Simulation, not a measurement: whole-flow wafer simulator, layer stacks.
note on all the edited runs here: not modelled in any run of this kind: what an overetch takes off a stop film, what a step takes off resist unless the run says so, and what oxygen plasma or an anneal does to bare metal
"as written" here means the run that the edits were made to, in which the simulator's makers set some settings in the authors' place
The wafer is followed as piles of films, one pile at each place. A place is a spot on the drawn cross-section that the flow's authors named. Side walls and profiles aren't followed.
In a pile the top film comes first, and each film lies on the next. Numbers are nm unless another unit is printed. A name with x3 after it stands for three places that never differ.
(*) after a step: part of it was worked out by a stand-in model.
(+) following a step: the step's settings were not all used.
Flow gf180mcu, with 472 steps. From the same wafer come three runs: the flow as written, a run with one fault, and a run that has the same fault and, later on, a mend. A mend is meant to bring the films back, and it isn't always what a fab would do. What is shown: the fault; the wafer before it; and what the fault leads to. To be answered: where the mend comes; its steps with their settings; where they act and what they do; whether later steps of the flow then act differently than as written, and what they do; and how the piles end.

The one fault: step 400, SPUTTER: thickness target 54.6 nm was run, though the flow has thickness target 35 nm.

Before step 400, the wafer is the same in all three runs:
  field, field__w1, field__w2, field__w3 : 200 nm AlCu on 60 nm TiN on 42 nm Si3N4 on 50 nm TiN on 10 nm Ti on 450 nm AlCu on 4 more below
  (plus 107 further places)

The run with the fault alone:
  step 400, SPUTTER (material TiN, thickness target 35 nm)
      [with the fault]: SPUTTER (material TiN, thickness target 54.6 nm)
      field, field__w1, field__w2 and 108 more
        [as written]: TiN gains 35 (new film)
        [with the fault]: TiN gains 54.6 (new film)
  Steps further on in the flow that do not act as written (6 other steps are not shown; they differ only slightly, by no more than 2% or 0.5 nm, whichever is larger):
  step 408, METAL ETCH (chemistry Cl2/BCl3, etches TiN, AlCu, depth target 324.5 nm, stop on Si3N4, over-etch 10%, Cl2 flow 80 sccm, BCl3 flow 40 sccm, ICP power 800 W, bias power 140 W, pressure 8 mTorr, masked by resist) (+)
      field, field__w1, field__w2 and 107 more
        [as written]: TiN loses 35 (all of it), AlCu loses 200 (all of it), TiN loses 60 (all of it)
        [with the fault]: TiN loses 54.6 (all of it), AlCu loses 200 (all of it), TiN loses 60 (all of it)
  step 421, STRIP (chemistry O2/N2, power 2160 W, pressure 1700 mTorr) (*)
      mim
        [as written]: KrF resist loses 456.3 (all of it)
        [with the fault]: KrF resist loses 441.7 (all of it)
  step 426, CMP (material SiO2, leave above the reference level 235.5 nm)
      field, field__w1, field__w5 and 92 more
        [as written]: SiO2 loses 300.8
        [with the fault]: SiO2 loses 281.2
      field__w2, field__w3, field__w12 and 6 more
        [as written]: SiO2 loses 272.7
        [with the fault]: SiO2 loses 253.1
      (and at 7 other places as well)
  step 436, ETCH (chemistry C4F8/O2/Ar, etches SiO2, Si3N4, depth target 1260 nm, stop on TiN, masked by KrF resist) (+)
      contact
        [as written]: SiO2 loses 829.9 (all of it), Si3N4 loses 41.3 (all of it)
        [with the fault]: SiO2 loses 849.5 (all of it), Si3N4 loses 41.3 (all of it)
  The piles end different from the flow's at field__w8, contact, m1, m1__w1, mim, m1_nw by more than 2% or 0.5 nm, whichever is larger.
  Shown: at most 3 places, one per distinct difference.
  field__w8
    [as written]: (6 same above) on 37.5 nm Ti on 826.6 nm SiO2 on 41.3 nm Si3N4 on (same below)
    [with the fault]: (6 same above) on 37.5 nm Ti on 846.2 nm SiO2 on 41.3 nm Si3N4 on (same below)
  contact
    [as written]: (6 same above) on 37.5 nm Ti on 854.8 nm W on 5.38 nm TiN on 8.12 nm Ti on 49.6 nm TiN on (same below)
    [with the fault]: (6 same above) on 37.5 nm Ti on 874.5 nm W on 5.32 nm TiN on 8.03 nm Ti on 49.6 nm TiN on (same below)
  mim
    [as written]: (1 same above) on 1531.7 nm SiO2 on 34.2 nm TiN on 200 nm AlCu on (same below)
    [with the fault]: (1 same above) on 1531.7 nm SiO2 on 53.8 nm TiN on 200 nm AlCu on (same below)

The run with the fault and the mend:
  The mend follows step 407.
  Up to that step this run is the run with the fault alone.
  step 407a, STRIP (chemistry O2/N2, power 2160 W, pressure 1700 mTorr) (*)
      mim
        resist loses 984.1 (all of it)
  step 407b, METAL ETCH (chemistry Cl2/BCl3, etches TiN, AlCu, Ti, depth target 19.6 nm, Cl2 flow 80 sccm, BCl3 flow 40 sccm, ICP power 800 W, bias power 140 W, pressure 8 mTorr) (a further turn of the flow's step 260, with different settings)
      field, field__w1, field__w2 and 108 more
        TiN loses 19.6
  step 407c, HMDS (120 C, 60 s) (a further turn of the flow's step 402)
      does not change any film at any place that is followed
  step 407d, COAT (resist, thickness 1000 nm) (a further turn of the flow's step 403)
      field, field__w1, field__w2 and 108 more
        resist gains 1000 (new film)
  step 407e, SOFTBAKE (resist) (a further turn of the flow's step 404)
      does not change any film at any place that is followed
  step 407f, EXPOSE (photomask FuseTop) (a further turn of the flow's step 405)
      does not change any film at any place that is followed
  step 407g, PEB (resist, 70.3 s) (a further turn of the flow's step 406)
      field, field__w1, field__w2 and 108 more
        resist loses 15.9
  step 407h, DEVELOP (thickness 1000 nm, 60 s) (a further turn of the flow's step 407)
      field, field__w1, field__w2 and 107 more
        resist loses 984.1 (all of it)
  Every later step of the flow that is run acts as written at every place that is followed.
  By the end, the piles equal the flow's at every place that both follow.
